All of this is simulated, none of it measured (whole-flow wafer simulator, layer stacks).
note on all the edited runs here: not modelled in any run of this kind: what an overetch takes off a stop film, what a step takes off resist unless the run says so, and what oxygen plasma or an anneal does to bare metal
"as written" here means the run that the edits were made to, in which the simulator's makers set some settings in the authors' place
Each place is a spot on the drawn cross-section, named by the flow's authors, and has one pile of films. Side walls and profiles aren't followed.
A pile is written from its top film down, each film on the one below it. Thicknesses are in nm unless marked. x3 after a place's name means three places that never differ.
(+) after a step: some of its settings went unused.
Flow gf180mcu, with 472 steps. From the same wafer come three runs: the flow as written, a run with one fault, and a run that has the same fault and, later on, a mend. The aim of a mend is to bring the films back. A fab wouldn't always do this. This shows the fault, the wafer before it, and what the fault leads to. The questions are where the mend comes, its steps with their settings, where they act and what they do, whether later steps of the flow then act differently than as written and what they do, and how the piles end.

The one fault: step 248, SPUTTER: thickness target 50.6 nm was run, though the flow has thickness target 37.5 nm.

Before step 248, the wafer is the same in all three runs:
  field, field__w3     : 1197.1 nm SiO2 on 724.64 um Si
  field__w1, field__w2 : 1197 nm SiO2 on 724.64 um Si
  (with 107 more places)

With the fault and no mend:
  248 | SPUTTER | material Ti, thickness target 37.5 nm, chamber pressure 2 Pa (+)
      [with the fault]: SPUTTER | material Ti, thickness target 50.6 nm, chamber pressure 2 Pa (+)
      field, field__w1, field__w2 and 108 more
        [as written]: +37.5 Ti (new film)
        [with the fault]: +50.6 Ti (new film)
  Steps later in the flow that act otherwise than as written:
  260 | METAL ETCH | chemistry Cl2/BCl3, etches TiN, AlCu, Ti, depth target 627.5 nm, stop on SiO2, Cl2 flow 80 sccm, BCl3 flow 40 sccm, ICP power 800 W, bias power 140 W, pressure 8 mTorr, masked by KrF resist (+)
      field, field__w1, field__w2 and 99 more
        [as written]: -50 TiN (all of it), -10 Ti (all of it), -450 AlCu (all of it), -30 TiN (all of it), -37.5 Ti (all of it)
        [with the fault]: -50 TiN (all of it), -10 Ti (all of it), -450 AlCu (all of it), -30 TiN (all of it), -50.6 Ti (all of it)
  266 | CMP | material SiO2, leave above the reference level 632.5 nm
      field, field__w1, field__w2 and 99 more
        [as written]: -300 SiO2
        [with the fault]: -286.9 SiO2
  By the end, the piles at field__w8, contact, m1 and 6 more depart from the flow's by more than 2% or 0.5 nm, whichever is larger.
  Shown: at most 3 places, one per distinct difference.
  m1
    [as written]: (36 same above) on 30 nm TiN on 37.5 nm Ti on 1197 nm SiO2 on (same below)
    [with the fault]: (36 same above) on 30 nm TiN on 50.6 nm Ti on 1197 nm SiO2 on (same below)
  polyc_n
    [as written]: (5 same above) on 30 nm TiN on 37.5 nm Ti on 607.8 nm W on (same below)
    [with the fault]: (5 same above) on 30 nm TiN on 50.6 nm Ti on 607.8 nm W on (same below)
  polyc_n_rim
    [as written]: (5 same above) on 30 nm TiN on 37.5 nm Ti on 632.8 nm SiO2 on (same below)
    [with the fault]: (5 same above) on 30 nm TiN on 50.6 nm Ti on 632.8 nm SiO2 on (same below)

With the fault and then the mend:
  After step 248 comes the mend.
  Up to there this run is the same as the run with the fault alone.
  248a | METAL ETCH | chemistry Cl2/BCl3, etches TiN, AlCu, Ti, depth target 13.1 nm, Cl2 flow 80 sccm, BCl3 flow 40 sccm, ICP power 800 W, bias power 140 W, pressure 8 mTorr
      field, field__w1, field__w2 and 108 more
        -13.1 Ti
  Every later step of the flow that is run acts as written at every place that is followed.
  At every place that both follow, the piles at the end match the flow's.
